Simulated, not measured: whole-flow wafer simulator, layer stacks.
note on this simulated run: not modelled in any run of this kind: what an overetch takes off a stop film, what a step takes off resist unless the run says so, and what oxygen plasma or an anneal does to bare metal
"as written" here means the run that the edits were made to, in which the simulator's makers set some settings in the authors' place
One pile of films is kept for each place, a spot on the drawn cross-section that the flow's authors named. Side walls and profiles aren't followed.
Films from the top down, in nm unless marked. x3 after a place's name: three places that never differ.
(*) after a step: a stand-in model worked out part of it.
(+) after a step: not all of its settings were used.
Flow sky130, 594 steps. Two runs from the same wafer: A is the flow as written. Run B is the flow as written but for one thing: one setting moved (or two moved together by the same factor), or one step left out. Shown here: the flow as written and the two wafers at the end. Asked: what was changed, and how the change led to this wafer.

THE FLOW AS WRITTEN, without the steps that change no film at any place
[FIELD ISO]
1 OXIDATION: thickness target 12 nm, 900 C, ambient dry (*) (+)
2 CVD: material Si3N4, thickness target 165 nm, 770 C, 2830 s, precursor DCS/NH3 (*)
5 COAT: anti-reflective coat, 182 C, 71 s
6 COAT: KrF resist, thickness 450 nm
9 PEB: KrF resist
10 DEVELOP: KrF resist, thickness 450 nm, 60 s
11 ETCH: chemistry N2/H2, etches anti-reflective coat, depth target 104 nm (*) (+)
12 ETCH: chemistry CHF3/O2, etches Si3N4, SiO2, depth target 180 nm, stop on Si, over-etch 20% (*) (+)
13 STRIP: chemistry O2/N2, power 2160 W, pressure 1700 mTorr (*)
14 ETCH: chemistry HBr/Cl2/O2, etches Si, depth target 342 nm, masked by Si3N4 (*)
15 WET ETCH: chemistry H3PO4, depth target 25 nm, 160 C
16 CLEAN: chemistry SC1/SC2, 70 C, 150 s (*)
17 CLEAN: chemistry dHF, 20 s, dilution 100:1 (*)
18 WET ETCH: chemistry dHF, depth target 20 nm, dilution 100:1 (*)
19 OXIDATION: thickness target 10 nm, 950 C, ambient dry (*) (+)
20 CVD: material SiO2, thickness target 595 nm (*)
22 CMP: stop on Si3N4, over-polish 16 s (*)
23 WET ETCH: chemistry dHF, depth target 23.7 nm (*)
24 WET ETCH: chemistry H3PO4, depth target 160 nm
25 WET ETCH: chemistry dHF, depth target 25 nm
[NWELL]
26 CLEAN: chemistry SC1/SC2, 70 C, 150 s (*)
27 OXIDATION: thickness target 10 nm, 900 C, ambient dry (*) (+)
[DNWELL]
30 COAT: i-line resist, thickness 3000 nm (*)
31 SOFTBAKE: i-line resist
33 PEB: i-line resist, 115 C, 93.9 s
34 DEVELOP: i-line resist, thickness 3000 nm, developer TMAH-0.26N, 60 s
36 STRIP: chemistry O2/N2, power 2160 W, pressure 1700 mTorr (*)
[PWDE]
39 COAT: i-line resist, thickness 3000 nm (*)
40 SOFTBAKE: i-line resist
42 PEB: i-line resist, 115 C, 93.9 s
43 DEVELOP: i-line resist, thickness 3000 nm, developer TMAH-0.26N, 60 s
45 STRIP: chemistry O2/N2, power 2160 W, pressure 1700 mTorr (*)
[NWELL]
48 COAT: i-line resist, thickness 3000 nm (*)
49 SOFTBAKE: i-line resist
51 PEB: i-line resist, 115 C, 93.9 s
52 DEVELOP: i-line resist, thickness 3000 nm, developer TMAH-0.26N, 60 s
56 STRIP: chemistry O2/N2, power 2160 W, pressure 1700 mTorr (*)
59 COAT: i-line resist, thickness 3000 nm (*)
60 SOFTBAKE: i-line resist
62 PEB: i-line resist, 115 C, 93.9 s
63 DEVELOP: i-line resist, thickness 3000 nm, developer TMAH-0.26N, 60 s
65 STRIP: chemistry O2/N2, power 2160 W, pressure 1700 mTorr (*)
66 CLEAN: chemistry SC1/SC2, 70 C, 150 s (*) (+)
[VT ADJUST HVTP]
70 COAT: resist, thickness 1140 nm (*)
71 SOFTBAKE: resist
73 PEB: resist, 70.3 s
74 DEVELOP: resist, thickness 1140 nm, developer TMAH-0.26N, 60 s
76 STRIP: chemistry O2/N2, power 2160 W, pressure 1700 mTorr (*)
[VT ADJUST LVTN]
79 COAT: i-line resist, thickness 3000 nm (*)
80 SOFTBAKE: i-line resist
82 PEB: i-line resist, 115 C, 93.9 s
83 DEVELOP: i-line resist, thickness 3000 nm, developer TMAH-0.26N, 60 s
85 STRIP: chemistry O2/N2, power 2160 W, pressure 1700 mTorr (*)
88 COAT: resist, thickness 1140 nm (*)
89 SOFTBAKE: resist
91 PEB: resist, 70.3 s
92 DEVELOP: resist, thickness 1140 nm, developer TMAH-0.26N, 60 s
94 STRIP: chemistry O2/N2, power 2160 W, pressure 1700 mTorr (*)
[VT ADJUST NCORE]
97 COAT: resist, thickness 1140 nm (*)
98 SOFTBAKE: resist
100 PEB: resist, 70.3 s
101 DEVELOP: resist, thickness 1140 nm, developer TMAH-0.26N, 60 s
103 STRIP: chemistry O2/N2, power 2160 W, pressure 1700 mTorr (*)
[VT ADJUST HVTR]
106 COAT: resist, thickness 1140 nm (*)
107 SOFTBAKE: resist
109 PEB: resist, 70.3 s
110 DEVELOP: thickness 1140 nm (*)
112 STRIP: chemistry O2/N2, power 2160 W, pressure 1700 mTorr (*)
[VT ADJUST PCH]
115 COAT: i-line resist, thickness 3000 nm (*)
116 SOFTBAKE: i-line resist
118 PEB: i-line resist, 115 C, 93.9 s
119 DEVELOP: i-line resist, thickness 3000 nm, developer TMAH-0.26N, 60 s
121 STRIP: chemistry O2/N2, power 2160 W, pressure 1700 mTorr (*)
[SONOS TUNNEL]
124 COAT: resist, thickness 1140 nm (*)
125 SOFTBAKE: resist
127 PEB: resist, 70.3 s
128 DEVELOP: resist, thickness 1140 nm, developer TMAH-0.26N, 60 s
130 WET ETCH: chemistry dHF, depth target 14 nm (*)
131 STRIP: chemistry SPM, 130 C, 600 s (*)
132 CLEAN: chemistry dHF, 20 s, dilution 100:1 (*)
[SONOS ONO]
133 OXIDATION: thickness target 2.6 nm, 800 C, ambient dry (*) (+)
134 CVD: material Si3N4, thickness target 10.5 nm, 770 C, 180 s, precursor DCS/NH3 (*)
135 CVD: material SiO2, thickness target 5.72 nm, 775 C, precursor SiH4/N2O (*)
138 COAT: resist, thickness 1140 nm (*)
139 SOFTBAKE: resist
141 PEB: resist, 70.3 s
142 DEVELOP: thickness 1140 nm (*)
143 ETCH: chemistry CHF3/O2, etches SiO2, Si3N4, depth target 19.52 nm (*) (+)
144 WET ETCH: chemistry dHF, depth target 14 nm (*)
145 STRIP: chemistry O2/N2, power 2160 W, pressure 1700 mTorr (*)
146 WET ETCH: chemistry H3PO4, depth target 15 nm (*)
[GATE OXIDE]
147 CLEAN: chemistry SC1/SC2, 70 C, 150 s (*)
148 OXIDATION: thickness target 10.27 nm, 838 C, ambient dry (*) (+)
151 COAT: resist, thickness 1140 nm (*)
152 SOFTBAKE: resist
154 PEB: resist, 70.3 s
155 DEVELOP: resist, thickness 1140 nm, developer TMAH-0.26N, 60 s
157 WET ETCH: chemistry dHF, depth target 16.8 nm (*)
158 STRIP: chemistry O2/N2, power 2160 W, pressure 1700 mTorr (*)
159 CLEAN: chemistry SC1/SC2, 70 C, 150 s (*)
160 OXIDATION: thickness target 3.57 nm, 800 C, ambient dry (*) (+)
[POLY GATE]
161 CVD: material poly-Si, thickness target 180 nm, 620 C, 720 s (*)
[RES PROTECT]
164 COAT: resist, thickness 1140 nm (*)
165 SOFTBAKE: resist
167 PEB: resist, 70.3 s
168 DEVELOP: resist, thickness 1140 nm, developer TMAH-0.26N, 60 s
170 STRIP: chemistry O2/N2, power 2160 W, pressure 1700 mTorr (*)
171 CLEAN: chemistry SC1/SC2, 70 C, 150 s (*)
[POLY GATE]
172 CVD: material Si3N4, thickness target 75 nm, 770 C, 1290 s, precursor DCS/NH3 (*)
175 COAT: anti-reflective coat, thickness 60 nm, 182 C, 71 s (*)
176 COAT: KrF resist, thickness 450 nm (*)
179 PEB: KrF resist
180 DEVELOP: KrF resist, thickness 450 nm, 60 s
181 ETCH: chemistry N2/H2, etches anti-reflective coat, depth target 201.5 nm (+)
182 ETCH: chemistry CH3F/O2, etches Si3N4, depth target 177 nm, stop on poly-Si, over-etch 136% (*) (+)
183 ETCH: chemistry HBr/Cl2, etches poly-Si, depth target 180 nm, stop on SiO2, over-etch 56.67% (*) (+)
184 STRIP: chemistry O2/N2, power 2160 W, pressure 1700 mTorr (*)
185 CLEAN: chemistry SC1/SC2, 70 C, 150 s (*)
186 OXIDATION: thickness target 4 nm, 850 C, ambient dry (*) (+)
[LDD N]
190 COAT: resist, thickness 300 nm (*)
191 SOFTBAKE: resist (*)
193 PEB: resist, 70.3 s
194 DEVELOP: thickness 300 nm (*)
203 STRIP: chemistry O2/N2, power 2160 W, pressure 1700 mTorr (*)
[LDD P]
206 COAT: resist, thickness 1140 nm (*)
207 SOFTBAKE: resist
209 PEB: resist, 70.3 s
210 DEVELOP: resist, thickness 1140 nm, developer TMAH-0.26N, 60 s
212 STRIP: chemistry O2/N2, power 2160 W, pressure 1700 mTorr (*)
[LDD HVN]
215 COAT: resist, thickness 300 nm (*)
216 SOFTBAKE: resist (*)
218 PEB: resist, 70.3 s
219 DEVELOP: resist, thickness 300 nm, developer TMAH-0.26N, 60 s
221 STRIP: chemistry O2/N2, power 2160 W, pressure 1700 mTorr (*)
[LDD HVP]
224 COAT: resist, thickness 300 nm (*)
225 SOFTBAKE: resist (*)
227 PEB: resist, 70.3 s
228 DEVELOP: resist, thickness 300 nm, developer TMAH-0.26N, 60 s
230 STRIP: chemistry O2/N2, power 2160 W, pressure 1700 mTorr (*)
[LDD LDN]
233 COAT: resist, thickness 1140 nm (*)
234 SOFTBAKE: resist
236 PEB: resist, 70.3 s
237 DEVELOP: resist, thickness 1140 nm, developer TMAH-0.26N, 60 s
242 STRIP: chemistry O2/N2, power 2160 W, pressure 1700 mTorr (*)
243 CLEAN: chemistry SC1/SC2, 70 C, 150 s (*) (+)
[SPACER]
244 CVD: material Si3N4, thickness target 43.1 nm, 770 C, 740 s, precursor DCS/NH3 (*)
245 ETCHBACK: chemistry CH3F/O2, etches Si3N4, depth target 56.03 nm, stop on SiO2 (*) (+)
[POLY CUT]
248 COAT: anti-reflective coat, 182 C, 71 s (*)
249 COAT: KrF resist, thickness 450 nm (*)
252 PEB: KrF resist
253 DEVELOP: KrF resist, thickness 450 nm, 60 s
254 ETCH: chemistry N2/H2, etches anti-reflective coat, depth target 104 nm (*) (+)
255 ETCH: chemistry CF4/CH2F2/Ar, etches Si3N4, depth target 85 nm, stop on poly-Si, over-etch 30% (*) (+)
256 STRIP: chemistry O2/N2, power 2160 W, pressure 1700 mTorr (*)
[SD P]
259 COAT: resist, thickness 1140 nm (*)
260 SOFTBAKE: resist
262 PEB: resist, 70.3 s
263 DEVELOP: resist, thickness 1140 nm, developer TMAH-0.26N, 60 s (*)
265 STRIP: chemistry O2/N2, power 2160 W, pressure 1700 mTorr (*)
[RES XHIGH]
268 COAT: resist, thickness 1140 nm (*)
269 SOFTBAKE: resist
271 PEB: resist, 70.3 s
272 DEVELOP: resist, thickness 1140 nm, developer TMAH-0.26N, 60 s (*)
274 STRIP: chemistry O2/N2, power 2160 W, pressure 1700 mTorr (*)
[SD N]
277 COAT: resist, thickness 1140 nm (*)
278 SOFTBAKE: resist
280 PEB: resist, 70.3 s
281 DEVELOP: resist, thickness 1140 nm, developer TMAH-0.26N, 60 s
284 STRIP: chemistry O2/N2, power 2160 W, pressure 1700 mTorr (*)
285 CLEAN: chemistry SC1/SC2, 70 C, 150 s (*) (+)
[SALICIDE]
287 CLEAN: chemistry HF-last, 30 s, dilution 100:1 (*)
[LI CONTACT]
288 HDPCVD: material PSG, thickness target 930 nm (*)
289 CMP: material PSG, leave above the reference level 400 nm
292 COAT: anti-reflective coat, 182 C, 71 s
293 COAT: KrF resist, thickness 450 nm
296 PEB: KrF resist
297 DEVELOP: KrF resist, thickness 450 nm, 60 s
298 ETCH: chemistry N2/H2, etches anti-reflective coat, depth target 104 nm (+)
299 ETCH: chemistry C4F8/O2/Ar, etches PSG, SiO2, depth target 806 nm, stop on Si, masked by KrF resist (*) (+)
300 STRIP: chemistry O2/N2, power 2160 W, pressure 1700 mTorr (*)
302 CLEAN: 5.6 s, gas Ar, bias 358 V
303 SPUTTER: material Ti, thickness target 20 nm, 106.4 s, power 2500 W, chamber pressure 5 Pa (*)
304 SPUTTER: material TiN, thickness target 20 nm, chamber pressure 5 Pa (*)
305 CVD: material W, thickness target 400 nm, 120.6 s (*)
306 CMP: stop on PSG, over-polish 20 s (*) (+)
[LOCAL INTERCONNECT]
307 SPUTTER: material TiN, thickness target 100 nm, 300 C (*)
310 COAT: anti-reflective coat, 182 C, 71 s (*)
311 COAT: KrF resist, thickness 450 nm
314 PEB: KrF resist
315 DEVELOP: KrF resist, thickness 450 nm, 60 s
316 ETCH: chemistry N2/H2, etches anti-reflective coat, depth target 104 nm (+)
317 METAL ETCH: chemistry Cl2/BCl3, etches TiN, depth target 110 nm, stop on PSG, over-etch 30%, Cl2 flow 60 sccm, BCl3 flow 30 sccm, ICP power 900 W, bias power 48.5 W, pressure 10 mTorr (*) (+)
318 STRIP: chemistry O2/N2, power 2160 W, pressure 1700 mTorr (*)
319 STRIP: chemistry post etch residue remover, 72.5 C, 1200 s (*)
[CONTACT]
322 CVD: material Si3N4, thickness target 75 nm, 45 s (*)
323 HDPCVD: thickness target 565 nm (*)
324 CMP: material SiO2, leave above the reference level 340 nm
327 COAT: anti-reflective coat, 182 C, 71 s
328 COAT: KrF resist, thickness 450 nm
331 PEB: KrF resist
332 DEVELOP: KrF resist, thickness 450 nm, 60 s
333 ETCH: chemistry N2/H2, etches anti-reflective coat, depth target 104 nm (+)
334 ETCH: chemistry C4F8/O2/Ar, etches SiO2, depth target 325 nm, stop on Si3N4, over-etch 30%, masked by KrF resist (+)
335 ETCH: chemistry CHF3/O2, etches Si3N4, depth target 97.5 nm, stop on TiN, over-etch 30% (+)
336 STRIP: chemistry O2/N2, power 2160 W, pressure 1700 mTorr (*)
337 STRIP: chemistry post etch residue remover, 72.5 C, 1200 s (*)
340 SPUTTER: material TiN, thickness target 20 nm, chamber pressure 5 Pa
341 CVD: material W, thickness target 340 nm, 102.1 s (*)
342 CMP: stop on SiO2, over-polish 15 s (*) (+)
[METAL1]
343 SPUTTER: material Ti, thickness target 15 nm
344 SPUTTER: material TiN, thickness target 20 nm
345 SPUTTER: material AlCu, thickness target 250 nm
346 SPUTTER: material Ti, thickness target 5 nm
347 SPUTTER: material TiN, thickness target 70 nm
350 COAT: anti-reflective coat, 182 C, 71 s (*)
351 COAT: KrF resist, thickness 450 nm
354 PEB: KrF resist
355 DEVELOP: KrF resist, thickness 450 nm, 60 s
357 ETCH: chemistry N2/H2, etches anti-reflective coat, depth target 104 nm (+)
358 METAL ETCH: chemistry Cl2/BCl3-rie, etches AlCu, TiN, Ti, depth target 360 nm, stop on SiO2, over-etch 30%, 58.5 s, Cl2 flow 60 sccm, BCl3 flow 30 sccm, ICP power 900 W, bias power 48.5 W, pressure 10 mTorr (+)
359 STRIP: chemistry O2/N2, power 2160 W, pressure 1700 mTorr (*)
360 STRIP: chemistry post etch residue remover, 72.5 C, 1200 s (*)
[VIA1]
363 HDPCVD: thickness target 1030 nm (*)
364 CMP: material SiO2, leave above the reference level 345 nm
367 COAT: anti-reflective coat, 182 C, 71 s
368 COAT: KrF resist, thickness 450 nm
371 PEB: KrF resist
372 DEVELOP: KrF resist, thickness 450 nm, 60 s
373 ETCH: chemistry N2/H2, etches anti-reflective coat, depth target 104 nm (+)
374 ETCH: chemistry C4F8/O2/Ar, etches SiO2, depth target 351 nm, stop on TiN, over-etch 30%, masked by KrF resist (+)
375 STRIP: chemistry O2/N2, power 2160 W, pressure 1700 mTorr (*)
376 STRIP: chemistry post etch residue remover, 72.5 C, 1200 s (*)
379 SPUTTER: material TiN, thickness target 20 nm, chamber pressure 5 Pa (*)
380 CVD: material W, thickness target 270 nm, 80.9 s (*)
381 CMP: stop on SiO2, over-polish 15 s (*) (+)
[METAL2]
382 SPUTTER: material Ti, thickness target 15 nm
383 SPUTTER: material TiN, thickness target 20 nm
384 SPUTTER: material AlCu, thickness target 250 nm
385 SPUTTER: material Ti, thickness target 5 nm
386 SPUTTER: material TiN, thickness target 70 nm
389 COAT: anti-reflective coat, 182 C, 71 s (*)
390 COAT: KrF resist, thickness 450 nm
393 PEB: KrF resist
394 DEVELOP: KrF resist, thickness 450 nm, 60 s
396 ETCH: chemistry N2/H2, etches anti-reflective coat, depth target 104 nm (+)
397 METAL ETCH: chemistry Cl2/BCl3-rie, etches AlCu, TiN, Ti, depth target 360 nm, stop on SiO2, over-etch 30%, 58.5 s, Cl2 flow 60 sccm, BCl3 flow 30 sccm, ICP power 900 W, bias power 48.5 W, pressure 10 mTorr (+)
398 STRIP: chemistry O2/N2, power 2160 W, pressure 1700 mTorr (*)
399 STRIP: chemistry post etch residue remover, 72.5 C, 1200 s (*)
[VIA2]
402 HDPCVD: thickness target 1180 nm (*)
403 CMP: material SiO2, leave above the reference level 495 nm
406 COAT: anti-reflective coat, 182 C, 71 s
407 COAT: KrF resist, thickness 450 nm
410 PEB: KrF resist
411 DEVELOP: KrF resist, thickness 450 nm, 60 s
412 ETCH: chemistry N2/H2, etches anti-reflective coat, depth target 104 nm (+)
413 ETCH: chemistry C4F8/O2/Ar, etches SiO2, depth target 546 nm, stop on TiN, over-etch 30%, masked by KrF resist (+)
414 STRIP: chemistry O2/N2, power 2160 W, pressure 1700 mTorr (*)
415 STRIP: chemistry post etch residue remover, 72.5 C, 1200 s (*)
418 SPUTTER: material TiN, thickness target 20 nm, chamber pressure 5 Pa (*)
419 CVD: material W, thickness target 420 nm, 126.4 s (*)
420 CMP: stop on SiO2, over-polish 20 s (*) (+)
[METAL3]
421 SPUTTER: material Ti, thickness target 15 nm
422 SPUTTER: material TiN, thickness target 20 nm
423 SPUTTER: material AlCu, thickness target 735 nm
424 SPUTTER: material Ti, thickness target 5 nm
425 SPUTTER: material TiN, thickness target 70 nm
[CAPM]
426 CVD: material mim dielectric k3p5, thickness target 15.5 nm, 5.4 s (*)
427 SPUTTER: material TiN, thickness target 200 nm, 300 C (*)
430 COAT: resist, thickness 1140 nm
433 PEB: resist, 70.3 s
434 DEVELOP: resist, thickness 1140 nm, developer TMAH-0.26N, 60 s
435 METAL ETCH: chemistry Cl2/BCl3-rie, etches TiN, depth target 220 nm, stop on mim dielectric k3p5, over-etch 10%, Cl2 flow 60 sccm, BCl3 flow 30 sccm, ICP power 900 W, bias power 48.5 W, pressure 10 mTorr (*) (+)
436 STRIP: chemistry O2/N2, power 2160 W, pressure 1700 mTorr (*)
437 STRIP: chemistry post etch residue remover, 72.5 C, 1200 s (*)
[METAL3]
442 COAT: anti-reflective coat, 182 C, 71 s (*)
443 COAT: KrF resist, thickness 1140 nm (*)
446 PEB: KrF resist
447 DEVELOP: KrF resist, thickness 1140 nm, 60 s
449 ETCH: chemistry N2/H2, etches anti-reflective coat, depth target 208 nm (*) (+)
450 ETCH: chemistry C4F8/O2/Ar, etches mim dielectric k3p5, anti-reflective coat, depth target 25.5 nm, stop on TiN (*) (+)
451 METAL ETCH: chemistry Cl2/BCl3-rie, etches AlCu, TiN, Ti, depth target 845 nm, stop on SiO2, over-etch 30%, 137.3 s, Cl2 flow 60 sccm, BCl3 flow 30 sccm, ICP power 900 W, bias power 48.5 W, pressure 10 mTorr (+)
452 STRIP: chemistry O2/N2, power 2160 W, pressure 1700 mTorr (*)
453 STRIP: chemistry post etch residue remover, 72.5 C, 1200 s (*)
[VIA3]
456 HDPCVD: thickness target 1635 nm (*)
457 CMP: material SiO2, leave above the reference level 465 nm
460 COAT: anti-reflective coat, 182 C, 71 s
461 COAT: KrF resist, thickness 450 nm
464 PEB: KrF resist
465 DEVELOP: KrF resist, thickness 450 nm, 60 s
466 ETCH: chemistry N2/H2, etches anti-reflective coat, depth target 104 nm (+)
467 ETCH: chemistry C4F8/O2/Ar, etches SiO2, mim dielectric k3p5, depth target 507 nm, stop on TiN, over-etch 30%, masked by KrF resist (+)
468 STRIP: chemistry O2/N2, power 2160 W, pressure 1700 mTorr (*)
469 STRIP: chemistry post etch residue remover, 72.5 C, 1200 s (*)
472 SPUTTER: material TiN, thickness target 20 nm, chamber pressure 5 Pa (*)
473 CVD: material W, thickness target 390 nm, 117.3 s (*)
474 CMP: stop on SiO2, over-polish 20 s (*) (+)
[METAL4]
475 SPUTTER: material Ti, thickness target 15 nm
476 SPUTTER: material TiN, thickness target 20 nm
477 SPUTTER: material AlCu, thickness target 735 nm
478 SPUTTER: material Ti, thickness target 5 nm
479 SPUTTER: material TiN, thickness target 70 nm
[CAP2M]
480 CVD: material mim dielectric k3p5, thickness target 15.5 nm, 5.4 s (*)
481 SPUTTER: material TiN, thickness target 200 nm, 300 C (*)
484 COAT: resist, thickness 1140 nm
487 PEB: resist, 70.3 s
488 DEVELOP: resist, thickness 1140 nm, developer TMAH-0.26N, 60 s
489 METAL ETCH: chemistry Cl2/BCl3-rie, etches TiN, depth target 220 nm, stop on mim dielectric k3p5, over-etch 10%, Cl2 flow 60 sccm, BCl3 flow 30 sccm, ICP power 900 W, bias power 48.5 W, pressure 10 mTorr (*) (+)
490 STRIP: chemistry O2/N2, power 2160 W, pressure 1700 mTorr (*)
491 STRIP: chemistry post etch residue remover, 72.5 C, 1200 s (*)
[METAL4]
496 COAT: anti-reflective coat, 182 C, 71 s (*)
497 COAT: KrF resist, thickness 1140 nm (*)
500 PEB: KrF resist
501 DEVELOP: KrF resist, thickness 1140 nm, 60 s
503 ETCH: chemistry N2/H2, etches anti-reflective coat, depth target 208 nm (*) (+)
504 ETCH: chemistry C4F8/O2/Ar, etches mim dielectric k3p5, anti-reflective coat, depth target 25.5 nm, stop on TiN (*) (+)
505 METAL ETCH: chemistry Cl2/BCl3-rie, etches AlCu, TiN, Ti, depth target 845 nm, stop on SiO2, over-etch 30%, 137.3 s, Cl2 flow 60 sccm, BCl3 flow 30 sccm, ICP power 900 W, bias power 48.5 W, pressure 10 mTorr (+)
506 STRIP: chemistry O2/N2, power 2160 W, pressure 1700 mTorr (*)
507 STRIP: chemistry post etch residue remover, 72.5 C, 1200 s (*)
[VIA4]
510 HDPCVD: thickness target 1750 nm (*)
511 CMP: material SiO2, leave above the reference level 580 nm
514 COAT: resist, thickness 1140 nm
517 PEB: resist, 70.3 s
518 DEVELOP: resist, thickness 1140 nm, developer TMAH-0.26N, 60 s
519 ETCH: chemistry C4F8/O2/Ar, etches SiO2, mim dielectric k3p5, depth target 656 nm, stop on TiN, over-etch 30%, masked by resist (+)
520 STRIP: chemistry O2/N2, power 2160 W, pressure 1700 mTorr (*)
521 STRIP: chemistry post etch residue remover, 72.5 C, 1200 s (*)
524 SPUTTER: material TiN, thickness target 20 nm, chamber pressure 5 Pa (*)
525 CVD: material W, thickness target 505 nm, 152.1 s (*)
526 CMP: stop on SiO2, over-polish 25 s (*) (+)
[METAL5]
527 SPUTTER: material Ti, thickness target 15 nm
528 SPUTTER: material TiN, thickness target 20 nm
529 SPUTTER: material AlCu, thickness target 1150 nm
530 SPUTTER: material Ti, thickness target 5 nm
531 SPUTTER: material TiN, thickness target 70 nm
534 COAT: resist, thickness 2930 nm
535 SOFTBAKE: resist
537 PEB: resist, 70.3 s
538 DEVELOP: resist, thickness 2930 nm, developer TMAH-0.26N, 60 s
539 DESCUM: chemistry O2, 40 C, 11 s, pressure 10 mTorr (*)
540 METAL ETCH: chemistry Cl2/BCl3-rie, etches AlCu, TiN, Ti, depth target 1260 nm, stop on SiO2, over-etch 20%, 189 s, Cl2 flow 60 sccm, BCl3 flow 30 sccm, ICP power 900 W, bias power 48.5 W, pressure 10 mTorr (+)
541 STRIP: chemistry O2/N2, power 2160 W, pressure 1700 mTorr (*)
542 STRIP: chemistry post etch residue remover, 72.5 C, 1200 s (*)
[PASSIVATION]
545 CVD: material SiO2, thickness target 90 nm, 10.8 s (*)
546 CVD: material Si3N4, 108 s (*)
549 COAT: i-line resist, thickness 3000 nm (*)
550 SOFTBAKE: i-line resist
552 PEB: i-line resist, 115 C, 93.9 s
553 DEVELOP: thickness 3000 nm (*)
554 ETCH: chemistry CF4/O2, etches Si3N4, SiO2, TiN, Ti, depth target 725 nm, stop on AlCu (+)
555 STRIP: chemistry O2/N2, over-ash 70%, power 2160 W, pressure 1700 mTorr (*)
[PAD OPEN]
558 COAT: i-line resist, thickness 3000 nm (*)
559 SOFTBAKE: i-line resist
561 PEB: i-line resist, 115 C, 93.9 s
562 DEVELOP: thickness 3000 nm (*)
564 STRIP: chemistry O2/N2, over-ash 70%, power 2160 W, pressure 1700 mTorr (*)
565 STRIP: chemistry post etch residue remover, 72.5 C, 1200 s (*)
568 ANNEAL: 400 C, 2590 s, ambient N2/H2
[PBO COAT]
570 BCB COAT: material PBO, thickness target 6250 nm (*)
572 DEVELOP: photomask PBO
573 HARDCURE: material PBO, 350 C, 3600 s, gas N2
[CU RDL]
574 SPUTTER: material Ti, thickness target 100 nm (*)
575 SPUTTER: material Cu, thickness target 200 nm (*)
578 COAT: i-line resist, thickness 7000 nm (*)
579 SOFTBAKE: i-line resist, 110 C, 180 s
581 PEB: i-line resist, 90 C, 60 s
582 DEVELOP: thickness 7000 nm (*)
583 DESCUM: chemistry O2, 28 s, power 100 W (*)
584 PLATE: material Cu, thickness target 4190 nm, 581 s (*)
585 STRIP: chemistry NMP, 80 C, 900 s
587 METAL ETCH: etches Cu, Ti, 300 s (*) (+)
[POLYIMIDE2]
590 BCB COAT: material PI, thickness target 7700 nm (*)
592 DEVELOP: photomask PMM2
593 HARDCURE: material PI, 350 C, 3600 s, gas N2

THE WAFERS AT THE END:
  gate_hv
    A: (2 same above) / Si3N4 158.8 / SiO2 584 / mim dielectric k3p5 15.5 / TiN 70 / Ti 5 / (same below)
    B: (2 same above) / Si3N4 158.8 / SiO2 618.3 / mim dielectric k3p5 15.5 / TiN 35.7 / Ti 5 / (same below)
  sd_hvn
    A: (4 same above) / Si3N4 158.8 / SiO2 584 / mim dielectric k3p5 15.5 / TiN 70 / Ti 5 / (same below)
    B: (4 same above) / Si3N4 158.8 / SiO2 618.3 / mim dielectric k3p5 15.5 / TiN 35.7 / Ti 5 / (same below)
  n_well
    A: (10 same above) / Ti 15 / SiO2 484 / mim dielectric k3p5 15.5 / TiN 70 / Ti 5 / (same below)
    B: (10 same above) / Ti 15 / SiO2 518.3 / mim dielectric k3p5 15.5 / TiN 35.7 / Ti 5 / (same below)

The cause: step 479, SPUTTER: thickness target 35.7 nm was run, where the flow has thickness target 70 nm.
It can be read off the wafer: gate_hv has TiN 35.7, and step 479 as written asks for 70 nm.

How the change led to this, step by step:
  479 SPUTTER: material TiN, thickness target 70 nm
      field, active, n_well and 189 more: A TiN +70 (new film) | B TiN +35.7 (new film)
  505 METAL ETCH: chemistry Cl2/BCl3-rie, etches AlCu, TiN, Ti, depth target 845 nm, stop on SiO2, over-etch 30%, 137.3 s, Cl2 flow 60 sccm, BCl3 flow 30 sccm, ICP power 900 W, bias power 48.5 W, pressure 10 mTorr (+)
      field, gate, spacer and 68 more: A TiN -70 (all of it), Ti -5 (all of it), AlCu -735 (all of it), TiN -20 (all of it), Ti -15 (all of it), SiO2 -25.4 | B TiN -35.7 (all of it), Ti -5 (all of it), AlCu -735 (all of it), TiN -20 (all of it), Ti -15 (all of it), SiO2 -28.8
      active, vpp_iso1, mim_edge_plate and 14 more: A TiN -70 (all of it), Ti -5 (all of it), AlCu -735 (all of it), TiN -20 (all of it), Ti -15 (all of it), SiO2 -25.3 | B TiN -35.7 (all of it), Ti -5 (all of it), AlCu -735 (all of it), TiN -20 (all of it), Ti -15 (all of it), SiO2 -28.8
  511 CMP: material SiO2, leave above the reference level 580 nm
      n_well, p_well, gate_hv and 99 more: A SiO2 -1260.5 | B SiO2 -1226.2
      m1, via3_hole: A SiO2 -1259.9 | B SiO2 -1225.6
      (and at 1 more place)
  519 ETCH: chemistry C4F8/O2/Ar, etches SiO2, mim dielectric k3p5, depth target 656 nm, stop on TiN, over-etch 30%, masked by resist (+)
      m1: A SiO2 -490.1 (all of it), mim dielectric k3p5 -15.5 (all of it) | B SiO2 -524.4 (all of it), mim dielectric k3p5 -15.5 (all of it)
      via4_hole: A SiO2 -489.5 (all of it), mim dielectric k3p5 -15.5 (all of it) | B SiO2 -523.8 (all of it), mim dielectric k3p5 -15.5 (all of it)
  525 CVD: material W, thickness target 505 nm, 152.1 s (*)
      m1: A W +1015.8 (new film) | B W +1050.3 (new film)
      via4_hole: A W +1015.2 (new film) | B W +1049.7 (new film)
